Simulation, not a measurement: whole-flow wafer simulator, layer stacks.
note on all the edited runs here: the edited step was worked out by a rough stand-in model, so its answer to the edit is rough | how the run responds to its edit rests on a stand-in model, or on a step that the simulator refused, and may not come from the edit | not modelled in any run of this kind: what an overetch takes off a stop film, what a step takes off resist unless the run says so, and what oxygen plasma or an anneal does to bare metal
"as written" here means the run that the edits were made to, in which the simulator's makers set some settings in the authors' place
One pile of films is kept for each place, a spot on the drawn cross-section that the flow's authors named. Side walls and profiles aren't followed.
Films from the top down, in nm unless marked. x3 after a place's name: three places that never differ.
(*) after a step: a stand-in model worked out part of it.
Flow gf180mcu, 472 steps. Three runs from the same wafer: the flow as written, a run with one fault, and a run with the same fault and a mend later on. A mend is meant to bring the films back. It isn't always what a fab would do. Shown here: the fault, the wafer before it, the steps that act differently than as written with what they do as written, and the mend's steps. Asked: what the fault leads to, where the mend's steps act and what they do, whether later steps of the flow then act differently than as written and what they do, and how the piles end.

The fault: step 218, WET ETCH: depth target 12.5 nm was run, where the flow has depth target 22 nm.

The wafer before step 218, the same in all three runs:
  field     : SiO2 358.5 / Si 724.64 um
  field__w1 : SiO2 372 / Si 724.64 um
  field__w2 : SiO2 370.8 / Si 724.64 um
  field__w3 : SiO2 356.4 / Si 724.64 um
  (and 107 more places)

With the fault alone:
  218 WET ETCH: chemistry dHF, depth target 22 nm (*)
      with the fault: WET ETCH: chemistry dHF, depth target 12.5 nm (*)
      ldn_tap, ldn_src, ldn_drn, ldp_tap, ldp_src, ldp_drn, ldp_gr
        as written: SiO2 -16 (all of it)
        with the fault: SiO2 -13
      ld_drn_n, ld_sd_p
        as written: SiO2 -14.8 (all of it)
        with the fault: SiO2 -12.7
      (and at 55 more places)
  Later steps of the flow that act differently than as written (6 more steps differ only slightly, by at most 2% or 0.5 nm, whichever is larger, and aren't shown):
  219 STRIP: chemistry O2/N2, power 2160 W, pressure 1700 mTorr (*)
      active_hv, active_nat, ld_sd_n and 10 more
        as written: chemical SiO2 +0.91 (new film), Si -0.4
        with the fault: nothing
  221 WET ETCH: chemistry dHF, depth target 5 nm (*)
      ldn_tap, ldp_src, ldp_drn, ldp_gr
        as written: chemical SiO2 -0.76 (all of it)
        with the fault: SiO2 -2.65 (all of it)
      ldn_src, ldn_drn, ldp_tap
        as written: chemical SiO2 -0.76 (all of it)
        with the fault: SiO2 -2.64 (all of it)
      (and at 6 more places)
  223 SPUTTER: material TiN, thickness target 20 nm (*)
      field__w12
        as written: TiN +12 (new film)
        with the fault: TiN +12.6 (new film)
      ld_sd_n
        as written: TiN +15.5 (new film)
        with the fault: TiN +16.2 (new film)
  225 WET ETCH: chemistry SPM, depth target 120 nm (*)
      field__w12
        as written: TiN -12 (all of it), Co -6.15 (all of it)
        with the fault: TiN -12.6 (all of it), Co -6.35 (all of it)
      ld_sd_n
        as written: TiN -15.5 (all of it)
        with the fault: TiN -16.2 (all of it)
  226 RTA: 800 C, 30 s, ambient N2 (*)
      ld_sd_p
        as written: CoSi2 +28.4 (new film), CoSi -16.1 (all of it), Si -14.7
        with the fault: CoSi2 +29.1 (new film), CoSi -16.5 (all of it), Si -15.1
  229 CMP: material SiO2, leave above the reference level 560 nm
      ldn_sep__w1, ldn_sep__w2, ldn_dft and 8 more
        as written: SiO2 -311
        with the fault: SiO2 -321.5
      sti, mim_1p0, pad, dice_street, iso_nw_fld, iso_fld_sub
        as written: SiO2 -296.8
        with the fault: SiO2 -307.3
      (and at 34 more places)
  At the end the piles differ from the flow's by more than 2% or 0.5 nm, whichever is larger, at ld_sd_p.
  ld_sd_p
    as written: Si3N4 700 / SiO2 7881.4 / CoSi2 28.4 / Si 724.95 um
    with the fault: Si3N4 700 / SiO2 7880.8 / CoSi2 29.1 / Si 724.95 um

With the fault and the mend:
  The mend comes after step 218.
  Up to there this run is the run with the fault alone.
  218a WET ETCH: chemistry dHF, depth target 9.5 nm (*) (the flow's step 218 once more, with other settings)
      field, field__w1, field__w2 and 47 more
        SiO2 -9.5
      ldn_tap, ldp_src, ldp_drn, ldp_gr
        SiO2 -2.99 (all of it)
      ldn_src, ldn_drn, ldp_tap
        SiO2 -2.98 (all of it)
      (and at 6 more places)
  No later step of the flow acts differently than as written, at any place that is followed, by more than 2% or 0.5 nm, whichever is larger.
  At the end the piles differ from the flow's only slightly at the places that both follow, by at most 2% or 0.5 nm, whichever is larger.
